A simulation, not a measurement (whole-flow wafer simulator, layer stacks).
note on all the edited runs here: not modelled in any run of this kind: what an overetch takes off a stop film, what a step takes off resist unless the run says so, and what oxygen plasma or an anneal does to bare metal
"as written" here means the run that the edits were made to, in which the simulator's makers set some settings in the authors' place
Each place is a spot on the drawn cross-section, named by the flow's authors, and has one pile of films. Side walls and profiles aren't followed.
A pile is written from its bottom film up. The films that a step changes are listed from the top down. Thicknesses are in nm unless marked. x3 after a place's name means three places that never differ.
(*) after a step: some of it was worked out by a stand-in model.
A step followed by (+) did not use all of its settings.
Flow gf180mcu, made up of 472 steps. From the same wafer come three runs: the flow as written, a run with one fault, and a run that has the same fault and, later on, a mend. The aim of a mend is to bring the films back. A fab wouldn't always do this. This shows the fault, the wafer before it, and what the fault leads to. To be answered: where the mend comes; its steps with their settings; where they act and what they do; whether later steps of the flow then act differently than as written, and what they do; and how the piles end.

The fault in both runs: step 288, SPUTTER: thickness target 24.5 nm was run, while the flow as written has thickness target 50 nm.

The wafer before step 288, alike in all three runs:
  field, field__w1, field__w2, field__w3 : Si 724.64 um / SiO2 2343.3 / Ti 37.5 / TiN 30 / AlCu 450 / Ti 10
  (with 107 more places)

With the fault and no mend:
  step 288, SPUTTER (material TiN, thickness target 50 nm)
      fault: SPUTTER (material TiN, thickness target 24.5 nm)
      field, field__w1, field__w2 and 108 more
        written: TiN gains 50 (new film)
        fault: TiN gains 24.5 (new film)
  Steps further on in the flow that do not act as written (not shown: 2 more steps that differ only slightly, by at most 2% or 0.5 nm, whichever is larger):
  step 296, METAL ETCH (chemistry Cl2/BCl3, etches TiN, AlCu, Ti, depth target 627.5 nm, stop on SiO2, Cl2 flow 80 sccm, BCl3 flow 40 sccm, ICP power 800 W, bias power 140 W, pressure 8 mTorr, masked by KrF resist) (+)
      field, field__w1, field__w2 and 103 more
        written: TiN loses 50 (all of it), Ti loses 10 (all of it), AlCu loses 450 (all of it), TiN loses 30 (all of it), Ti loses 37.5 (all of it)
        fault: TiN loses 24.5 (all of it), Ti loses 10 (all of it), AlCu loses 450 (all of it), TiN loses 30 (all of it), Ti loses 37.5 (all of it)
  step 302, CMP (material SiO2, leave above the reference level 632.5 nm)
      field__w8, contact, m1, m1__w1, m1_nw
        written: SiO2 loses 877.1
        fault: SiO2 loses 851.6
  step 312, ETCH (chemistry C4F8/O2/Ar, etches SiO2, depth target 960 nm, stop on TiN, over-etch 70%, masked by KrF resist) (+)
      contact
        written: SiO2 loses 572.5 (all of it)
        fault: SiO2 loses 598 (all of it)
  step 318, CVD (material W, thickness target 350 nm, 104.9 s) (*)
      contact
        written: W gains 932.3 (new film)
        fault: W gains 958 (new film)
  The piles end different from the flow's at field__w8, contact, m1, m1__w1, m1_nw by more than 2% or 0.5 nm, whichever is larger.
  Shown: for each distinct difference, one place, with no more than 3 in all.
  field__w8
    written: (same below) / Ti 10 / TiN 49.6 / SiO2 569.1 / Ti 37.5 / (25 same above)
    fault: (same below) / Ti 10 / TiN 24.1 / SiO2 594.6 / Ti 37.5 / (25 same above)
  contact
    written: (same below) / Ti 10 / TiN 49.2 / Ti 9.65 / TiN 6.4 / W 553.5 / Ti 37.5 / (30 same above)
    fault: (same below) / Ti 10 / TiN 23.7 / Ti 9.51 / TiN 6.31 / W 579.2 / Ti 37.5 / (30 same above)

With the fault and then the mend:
  The mend stands after step 288.
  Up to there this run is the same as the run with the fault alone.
  step 288a, SPUTTER (material TiN, thickness target 25.5 nm) (a further turn of the flow's step 288, with different settings)
      field, field__w1, field__w2 and 108 more
        TiN gains 25.5
  Every later step of the flow that is run acts as written at every place that is followed.
  The piles end the same as the flow's at every place that both follow.
